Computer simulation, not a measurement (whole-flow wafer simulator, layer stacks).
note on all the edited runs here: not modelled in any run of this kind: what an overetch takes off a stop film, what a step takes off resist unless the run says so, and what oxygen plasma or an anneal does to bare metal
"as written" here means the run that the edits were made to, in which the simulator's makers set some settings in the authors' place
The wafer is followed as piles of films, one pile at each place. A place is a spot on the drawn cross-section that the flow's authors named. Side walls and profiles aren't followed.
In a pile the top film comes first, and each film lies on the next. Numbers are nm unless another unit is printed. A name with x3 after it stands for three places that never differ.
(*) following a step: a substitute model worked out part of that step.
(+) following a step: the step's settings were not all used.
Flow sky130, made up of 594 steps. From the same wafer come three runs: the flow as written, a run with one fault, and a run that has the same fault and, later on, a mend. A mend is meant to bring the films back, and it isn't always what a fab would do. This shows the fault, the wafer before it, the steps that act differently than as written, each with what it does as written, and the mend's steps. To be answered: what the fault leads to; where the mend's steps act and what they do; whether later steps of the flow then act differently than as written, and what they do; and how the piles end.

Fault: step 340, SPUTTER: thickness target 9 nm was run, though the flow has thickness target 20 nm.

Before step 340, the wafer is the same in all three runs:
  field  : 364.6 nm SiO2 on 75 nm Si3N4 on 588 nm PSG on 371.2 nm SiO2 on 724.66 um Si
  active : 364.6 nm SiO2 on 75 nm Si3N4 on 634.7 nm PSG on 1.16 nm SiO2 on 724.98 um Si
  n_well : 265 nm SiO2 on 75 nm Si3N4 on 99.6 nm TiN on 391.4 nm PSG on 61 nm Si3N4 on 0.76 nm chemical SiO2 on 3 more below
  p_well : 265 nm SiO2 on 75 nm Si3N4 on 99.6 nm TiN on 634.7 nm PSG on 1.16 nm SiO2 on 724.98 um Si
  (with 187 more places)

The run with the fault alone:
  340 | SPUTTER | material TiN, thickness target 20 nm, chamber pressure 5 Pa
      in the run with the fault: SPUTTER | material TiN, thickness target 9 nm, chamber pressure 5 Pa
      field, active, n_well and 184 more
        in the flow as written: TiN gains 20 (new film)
        in the run with the fault: TiN gains 9 (new film)
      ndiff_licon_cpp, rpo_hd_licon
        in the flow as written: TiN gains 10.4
        in the run with the fault: TiN gains 4.71
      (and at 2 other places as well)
  Steps later in the flow that act otherwise than as written (not shown: 1 more step that differs only slightly, by at most 2% or 0.5 nm, whichever is larger):
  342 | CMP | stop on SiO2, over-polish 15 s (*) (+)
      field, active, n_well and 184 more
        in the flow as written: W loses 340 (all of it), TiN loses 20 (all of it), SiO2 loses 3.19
        in the run with the fault: W loses 340 (all of it), TiN loses 9 (all of it), SiO2 loses 3.19
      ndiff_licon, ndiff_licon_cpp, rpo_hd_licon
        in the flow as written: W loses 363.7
        in the run with the fault: W loses 352.7
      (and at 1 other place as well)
  At poly_licon, ndiff_licon, ndiff_licon_cpp, rpo_hd_licon, the piles at the end differ from the flow's by more than 2% or 0.5 nm, whichever is larger.
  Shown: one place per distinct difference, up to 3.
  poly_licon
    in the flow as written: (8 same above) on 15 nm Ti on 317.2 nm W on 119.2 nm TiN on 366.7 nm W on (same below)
    in the run with the fault: (8 same above) on 15 nm Ti on 328.2 nm W on 108.2 nm TiN on 366.7 nm W on (same below)
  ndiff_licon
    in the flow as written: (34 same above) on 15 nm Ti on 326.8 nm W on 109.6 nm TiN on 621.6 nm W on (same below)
    in the run with the fault: (34 same above) on 15 nm Ti on 332.5 nm W on 103.9 nm TiN on 621.6 nm W on (same below)
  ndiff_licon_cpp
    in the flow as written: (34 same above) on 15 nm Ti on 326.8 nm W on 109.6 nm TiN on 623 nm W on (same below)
    in the run with the fault: (34 same above) on 15 nm Ti on 332.5 nm W on 103.9 nm TiN on 623 nm W on (same below)

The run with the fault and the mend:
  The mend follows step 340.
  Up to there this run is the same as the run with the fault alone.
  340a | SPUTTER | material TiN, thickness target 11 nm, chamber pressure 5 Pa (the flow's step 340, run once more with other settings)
      field, active, n_well and 185 more
        TiN gains 11
      ndiff_licon_cpp, rpo_hd_licon
        TiN gains 5.67
      ndiff_licon
        TiN gains 5.66
  None of the later steps of the flow differs from how it acts as written, at any place that is followed, by more than 2% or 0.5 nm, whichever is larger.
  At the end the piles are close to the flow's at the places that both follow, differing by at most 2% or 0.5 nm, whichever is larger.
